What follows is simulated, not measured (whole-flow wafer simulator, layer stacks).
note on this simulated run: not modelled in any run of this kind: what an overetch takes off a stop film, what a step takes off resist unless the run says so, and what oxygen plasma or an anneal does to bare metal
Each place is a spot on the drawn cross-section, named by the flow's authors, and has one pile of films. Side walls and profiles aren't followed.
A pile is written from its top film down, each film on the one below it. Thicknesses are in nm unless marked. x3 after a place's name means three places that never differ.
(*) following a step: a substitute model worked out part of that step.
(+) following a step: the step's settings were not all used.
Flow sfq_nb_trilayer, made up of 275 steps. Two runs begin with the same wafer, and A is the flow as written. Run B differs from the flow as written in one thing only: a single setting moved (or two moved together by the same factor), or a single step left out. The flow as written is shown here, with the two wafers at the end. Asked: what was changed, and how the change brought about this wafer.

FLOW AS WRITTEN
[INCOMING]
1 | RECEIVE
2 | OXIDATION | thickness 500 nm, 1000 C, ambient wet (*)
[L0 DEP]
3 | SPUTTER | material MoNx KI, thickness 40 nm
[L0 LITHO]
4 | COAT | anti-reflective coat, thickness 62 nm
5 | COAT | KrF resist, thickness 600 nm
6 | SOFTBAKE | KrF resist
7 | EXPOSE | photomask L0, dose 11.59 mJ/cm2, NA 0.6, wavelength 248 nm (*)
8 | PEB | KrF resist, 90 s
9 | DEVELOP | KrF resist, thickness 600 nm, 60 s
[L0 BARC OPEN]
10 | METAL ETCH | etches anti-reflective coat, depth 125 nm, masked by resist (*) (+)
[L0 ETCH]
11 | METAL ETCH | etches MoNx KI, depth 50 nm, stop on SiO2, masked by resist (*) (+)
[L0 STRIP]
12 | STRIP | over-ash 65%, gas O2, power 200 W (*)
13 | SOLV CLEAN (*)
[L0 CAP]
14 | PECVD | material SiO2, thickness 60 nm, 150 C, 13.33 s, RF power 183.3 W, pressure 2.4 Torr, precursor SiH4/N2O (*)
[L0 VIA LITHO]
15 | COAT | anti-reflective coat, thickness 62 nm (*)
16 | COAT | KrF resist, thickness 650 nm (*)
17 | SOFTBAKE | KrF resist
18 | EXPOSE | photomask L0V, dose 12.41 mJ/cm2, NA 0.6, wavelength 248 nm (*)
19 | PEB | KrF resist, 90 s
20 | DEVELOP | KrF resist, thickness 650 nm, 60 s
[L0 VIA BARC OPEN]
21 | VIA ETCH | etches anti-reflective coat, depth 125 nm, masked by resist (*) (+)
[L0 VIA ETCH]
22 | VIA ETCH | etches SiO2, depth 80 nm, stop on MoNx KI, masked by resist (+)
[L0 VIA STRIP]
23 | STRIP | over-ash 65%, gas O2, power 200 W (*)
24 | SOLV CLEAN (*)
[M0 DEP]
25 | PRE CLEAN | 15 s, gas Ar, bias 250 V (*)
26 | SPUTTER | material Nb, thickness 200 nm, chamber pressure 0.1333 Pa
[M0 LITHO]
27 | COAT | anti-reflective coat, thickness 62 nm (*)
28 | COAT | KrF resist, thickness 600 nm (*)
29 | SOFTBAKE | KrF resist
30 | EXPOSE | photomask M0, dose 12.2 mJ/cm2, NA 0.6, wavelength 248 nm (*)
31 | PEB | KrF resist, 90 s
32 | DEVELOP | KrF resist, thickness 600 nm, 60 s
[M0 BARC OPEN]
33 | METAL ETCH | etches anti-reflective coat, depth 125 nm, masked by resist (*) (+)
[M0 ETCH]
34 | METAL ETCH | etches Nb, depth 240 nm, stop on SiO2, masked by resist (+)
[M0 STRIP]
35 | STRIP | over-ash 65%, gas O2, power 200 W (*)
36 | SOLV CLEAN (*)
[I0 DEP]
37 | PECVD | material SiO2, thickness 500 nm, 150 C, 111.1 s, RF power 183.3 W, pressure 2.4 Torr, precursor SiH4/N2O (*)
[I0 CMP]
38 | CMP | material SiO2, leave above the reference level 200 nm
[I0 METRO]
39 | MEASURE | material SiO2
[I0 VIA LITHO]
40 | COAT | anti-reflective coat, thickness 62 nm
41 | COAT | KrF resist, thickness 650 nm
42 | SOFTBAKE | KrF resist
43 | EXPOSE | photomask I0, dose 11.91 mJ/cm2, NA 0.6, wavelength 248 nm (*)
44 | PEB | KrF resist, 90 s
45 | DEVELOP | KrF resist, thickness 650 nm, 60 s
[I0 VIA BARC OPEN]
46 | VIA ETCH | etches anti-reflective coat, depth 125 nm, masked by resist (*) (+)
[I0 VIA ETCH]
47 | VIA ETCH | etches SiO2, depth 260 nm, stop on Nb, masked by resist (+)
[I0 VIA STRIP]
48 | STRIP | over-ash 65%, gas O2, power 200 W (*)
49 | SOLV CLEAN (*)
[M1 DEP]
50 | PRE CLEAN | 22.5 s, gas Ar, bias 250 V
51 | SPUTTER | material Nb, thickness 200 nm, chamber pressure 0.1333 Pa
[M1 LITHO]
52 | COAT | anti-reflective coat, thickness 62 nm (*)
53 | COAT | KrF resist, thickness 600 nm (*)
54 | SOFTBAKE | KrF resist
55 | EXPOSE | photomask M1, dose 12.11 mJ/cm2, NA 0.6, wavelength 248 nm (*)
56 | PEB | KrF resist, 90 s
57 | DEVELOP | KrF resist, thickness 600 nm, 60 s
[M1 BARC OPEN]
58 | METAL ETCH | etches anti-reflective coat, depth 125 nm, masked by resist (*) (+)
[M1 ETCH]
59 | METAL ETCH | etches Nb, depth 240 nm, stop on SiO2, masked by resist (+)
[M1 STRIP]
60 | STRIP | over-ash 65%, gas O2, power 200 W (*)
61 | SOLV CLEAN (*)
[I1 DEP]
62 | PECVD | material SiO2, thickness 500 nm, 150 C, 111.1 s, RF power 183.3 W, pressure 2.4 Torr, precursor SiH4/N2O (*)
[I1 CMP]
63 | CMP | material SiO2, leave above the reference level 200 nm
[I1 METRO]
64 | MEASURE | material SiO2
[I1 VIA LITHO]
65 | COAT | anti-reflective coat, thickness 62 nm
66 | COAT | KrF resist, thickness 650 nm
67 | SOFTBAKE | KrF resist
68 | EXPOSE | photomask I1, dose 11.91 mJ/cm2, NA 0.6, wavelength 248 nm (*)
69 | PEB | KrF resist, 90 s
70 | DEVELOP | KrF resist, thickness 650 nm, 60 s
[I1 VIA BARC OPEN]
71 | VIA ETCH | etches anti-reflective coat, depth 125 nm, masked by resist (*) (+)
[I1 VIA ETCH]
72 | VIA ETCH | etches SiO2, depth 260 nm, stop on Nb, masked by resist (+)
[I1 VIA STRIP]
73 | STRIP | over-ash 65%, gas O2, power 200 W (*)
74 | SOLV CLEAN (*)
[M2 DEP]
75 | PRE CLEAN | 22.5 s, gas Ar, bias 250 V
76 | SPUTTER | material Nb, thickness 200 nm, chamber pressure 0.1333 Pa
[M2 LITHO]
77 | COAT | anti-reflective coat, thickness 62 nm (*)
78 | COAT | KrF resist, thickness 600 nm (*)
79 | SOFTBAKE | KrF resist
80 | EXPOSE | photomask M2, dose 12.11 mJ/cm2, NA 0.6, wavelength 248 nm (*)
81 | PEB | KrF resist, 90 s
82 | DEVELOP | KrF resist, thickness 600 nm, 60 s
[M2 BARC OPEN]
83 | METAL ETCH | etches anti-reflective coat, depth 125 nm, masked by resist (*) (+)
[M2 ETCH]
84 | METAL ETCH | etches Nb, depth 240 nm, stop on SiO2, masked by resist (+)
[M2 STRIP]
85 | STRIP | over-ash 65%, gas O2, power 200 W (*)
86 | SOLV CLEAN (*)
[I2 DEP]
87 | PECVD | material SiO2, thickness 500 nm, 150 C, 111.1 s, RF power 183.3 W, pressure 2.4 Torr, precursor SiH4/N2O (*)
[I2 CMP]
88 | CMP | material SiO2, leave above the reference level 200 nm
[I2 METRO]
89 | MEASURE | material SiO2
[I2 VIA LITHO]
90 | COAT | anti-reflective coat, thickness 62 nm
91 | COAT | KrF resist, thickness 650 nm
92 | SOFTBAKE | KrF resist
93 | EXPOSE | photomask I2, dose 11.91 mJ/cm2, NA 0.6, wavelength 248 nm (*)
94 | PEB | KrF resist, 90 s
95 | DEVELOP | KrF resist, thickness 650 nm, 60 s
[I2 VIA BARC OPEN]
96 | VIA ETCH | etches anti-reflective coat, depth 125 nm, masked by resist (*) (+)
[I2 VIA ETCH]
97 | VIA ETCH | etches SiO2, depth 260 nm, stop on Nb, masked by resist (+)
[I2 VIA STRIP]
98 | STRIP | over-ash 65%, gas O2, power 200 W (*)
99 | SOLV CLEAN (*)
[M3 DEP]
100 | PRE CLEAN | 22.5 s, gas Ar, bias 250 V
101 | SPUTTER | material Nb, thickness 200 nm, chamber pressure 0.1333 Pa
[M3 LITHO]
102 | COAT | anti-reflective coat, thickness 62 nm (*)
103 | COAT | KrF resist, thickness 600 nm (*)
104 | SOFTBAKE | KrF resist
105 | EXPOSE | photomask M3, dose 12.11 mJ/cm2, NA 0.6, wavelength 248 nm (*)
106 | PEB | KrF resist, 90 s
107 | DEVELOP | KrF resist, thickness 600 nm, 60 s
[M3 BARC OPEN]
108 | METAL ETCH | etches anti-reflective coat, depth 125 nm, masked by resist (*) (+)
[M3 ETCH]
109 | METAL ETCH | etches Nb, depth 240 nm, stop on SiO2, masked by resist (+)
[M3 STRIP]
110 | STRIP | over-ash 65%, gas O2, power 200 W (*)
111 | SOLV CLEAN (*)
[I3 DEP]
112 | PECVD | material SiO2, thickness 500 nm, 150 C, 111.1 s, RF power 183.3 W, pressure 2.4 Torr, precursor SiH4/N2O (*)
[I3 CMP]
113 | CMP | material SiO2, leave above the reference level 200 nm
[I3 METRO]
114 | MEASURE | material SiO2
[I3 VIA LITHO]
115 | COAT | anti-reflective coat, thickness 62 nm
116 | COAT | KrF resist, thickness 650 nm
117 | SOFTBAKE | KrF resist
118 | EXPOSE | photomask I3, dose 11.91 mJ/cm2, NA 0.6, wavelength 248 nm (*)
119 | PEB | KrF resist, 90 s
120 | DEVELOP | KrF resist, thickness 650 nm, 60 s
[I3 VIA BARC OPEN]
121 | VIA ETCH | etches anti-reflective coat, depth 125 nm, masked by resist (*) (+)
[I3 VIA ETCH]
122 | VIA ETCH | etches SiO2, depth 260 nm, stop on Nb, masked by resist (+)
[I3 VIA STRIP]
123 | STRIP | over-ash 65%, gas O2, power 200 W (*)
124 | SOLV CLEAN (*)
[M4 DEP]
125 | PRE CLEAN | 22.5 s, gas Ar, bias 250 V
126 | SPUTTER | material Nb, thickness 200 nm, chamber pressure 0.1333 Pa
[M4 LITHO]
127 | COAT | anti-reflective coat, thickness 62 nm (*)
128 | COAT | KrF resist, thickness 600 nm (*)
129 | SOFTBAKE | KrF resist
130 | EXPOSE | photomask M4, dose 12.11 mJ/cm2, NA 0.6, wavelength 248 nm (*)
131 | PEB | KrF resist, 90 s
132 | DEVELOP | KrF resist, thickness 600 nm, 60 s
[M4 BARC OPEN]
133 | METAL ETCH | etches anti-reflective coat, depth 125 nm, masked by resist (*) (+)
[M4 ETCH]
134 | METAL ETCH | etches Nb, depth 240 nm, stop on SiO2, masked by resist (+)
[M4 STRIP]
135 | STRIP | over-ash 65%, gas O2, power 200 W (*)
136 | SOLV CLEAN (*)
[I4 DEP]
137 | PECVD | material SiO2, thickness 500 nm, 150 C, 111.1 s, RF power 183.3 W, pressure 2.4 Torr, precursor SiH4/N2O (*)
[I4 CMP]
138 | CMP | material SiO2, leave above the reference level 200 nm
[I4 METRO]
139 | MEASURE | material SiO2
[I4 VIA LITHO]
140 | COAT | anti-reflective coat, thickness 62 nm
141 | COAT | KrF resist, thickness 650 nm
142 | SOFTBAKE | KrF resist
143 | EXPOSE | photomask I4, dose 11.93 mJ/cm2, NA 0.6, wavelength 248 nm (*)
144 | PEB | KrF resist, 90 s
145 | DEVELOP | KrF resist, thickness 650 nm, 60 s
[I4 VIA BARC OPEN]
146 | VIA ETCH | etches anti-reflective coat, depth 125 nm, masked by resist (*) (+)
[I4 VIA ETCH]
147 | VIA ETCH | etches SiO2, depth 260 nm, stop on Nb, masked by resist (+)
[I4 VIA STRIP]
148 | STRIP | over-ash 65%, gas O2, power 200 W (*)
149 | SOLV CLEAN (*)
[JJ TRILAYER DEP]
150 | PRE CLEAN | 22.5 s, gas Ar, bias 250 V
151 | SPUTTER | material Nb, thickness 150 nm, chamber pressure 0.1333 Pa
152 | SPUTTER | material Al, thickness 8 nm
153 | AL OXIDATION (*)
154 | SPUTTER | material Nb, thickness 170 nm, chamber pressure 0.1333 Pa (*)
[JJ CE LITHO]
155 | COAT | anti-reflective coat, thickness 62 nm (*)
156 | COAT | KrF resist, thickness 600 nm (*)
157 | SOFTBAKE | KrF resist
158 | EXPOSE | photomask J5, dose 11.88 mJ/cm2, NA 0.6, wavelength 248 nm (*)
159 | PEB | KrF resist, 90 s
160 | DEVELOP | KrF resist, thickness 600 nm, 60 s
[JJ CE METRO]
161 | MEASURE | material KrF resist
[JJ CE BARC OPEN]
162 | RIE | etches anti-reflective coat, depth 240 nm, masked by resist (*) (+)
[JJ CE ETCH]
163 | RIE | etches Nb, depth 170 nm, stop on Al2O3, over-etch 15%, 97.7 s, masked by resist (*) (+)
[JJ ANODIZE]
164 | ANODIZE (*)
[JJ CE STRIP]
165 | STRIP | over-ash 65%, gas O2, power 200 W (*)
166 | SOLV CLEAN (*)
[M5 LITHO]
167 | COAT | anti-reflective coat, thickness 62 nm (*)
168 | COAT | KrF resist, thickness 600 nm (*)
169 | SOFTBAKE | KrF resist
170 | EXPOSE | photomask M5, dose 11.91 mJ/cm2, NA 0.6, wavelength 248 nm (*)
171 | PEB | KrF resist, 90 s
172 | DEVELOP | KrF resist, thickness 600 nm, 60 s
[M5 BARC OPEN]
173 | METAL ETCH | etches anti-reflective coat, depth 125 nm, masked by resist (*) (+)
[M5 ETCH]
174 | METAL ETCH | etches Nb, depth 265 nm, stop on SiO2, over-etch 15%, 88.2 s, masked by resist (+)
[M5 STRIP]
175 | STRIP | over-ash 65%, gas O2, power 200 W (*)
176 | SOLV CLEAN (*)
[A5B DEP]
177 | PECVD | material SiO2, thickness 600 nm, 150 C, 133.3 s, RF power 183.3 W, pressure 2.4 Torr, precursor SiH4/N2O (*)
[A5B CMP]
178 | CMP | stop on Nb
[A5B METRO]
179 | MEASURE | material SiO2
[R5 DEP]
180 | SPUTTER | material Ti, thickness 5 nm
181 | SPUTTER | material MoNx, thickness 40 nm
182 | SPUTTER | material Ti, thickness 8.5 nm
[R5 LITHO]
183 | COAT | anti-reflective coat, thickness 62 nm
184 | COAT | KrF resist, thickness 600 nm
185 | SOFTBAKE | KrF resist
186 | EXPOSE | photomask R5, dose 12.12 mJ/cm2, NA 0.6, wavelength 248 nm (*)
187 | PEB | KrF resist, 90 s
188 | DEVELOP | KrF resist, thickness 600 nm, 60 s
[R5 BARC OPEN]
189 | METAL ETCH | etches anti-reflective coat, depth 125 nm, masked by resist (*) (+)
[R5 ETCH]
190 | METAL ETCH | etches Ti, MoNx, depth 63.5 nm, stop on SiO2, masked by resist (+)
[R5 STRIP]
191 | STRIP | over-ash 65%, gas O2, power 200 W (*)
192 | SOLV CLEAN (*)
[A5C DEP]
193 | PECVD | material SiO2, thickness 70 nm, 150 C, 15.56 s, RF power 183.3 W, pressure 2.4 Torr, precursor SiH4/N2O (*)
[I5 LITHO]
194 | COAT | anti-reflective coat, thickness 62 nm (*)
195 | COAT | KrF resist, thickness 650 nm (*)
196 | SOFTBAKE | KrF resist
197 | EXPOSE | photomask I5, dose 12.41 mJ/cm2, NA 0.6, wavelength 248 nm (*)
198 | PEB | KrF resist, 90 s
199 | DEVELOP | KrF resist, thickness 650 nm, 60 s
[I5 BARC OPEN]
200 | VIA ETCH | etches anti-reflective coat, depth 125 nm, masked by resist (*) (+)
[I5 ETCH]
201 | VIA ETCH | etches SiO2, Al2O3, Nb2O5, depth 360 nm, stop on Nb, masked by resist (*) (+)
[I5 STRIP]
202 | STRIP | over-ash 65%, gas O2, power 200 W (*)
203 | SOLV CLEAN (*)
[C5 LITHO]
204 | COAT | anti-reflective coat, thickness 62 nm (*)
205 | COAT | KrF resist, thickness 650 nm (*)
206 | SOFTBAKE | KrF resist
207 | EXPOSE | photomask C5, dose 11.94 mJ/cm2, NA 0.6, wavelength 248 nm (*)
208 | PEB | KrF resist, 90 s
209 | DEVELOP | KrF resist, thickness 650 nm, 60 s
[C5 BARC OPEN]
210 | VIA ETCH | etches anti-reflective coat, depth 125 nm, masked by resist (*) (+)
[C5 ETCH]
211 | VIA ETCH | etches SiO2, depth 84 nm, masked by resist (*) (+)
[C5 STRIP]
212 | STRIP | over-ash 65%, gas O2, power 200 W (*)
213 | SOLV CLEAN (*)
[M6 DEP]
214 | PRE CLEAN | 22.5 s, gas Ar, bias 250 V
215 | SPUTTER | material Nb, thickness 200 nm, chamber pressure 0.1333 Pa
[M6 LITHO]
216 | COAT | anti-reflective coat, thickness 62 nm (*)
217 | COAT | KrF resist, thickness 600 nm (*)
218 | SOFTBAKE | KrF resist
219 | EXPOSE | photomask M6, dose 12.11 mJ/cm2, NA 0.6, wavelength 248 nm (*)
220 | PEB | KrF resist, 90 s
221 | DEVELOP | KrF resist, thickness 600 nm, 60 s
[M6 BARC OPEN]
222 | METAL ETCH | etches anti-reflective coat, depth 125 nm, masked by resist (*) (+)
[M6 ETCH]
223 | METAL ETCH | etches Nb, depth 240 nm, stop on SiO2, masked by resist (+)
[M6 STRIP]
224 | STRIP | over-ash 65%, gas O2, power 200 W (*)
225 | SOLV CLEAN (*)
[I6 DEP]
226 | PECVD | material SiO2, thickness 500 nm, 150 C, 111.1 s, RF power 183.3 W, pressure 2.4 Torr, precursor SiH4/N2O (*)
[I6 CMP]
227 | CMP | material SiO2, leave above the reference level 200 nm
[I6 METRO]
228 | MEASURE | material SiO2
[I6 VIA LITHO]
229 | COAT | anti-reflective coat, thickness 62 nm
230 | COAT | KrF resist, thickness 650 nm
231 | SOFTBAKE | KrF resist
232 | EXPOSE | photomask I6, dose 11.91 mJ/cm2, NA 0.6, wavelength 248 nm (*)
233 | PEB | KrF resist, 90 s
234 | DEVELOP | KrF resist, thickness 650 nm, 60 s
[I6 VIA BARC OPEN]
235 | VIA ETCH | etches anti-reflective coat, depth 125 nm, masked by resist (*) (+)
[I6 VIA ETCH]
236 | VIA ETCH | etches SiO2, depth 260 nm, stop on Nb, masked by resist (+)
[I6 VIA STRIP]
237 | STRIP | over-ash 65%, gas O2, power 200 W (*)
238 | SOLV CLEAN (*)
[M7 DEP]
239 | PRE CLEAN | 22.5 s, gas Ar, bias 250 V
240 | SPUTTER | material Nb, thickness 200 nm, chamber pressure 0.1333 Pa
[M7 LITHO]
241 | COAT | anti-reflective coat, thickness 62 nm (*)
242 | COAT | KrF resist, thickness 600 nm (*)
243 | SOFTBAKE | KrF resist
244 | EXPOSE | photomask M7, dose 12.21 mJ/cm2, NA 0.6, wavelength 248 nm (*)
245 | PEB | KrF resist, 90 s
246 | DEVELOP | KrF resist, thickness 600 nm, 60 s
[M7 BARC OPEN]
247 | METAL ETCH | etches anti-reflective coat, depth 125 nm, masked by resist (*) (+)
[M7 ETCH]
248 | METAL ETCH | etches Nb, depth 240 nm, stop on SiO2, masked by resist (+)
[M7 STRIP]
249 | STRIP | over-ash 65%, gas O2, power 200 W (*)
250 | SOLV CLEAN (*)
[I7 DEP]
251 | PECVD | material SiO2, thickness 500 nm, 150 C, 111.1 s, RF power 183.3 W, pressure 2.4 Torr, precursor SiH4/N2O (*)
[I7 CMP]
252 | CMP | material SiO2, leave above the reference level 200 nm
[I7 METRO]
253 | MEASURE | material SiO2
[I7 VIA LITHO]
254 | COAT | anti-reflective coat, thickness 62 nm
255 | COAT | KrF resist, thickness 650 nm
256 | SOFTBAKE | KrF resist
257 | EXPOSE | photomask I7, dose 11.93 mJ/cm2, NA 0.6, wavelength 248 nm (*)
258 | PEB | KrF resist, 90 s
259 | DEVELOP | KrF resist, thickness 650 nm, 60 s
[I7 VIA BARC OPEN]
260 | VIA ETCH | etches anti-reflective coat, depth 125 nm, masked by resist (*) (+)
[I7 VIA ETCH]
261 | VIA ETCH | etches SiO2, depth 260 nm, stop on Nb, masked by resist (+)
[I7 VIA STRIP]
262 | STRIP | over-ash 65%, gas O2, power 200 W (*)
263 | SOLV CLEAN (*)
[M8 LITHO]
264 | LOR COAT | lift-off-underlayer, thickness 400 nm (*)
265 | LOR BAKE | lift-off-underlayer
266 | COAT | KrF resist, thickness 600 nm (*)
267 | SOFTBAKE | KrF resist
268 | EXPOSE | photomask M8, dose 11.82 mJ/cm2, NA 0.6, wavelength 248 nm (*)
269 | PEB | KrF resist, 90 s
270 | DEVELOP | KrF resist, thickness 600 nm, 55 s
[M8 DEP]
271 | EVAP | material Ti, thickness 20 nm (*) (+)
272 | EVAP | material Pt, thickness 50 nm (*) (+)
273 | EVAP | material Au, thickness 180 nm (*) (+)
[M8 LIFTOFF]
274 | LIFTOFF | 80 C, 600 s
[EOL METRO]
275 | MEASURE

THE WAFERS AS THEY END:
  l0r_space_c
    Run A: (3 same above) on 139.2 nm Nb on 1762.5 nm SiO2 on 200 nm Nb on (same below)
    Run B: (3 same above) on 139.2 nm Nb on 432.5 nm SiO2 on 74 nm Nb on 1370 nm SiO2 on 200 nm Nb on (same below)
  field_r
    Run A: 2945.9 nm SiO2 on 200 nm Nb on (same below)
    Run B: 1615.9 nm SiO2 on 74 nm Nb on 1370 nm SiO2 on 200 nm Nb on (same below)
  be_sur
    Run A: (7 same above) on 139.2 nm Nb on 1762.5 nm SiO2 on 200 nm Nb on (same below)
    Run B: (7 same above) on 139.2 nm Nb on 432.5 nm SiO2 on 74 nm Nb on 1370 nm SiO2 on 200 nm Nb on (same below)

What caused this: step 126, SPUTTER: thickness 314 nm was run, whereas the flow has thickness 200 nm.

Step by step, how the change led to this:
  126 | SPUTTER | material Nb, thickness 200 nm, chamber pressure 0.1333 Pa
      field_l, v_sur, via_wl and 102 more: A +200 Nb (new film) | B +314 Nb (new film)
      via_v: A +165.5 Nb | B +261.7 Nb
  127 | COAT | anti-reflective coat, thickness 62 nm (*)
      via_v: A +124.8 anti-reflective coat (new film) | B +127.7 anti-reflective coat (new film)
  134 | METAL ETCH | etches Nb, depth 240 nm, stop on SiO2, masked by resist (+)
      field_l, be, be_sur and 64 more: A -200 Nb (all of it) | B -240 Nb
  135 | STRIP | over-ash 65%, gas O2, power 200 W (*)
      via_v: A -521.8 KrF resist (all of it), -124.8 anti-reflective coat (all of it) | B -534.2 KrF resist (all of it), -127.7 anti-reflective coat (all of it)
  137 | PECVD | material SiO2, thickness 500 nm, 150 C, 111.1 s, RF power 183.3 W, pressure 2.4 Torr, precursor SiH4/N2O (*)
      field_l, be, be_sur and 55 more: A +500 SiO2 | B +500 SiO2 (new film)
      p3_s0, p3_s1, p3_s2, p3_s3, p3_s4, p3_s5: A +557.1 SiO2 | B +597.1 SiO2 (new film)
      (and at 3 other places as well)
  138 | CMP | material SiO2, leave above the reference level 200 nm
      field_l, be, be_sur and 55 more: A -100 SiO2 | B -60 SiO2
      lsp_r, l0_sur, l0v: A -91.9 SiO2 | B -50.3 SiO2
      (and at 1 other place as well)
If metal films that touch count as one body, l0r_space_c has 3 bodies (between them, from the top down: SiO2 432.5; SiO2 1370); the flow as written gives 2 bodies (between them, from the top down: SiO2 1762.5).
If metal films that touch count as one body, field_r has 2 bodies (between them, from the top down: SiO2 1370); the flow as written gives 1 body.
If metal films that touch count as one body, be_sur has 5 bodies (between them, from the top down: SiO2 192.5; SiO2 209 / Al2O3 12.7 / Nb2O5 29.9; SiO2 432.5; SiO2 1370); the flow as written gives 4 bodies (between them, from the top down: SiO2 192.5; SiO2 209 / Al2O3 12.7 / Nb2O5 29.9; SiO2 1762.5).
